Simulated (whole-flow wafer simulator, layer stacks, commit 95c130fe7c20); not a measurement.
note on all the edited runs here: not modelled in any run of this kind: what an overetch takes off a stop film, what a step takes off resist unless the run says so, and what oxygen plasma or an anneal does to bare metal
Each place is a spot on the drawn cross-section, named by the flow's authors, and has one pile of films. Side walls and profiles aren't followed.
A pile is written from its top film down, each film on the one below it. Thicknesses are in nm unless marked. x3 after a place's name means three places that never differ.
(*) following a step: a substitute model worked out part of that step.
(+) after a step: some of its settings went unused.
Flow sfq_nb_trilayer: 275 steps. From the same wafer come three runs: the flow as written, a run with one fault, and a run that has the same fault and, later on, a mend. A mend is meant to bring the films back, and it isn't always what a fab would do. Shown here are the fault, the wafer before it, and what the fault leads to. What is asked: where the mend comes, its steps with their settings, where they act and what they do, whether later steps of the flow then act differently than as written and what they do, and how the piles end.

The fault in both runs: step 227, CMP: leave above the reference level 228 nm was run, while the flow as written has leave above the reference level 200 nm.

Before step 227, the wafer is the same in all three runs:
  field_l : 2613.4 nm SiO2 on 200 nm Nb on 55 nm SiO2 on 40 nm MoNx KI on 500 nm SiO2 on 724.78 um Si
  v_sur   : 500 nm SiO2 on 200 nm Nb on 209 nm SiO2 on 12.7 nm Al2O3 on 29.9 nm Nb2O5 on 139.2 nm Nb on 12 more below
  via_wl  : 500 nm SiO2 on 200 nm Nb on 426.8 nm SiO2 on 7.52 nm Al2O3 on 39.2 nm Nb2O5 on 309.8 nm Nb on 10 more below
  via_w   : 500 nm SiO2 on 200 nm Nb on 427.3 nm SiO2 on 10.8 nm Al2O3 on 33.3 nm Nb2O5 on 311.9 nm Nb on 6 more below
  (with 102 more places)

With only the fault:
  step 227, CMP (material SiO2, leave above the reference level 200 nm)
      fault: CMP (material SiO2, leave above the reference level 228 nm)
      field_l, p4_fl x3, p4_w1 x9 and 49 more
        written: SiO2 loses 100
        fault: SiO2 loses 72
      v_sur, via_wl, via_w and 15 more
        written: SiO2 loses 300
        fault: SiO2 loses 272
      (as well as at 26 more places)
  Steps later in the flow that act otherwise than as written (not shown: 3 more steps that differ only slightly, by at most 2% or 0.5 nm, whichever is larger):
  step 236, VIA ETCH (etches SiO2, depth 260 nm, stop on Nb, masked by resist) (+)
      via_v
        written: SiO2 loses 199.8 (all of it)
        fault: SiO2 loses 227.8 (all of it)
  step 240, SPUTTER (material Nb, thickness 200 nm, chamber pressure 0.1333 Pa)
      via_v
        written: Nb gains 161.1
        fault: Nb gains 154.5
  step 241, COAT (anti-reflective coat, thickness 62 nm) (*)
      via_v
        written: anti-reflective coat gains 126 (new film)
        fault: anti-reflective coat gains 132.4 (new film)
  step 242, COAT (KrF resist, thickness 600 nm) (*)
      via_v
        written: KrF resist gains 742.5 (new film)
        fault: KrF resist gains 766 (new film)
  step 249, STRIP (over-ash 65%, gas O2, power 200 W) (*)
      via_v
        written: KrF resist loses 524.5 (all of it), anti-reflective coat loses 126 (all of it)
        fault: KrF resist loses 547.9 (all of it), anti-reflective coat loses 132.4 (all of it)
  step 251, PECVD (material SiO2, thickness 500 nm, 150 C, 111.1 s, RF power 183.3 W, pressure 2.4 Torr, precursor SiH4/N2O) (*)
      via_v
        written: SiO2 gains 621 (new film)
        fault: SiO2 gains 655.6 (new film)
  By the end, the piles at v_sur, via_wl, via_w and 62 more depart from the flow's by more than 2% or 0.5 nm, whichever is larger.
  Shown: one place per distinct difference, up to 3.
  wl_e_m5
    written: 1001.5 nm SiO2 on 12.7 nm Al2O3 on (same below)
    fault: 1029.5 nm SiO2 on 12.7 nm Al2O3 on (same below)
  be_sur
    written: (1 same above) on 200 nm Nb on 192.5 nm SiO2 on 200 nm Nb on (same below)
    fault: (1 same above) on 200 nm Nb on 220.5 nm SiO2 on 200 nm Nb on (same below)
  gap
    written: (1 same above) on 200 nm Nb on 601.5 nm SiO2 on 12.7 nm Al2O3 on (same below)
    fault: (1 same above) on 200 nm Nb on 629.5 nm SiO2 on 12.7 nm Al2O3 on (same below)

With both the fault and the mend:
  After step 228 comes the mend.
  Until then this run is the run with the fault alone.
  step 228a, CMP (material SiO2, leave above the reference level 200 nm) (a further turn of the flow's step 227)
      field_l, v_sur, via_wl and 103 more
        SiO2 loses 28
  None of the later steps of the flow acts differently than as written at any place that is followed.
  By the end, the piles equal the flow's at every place that both follow.
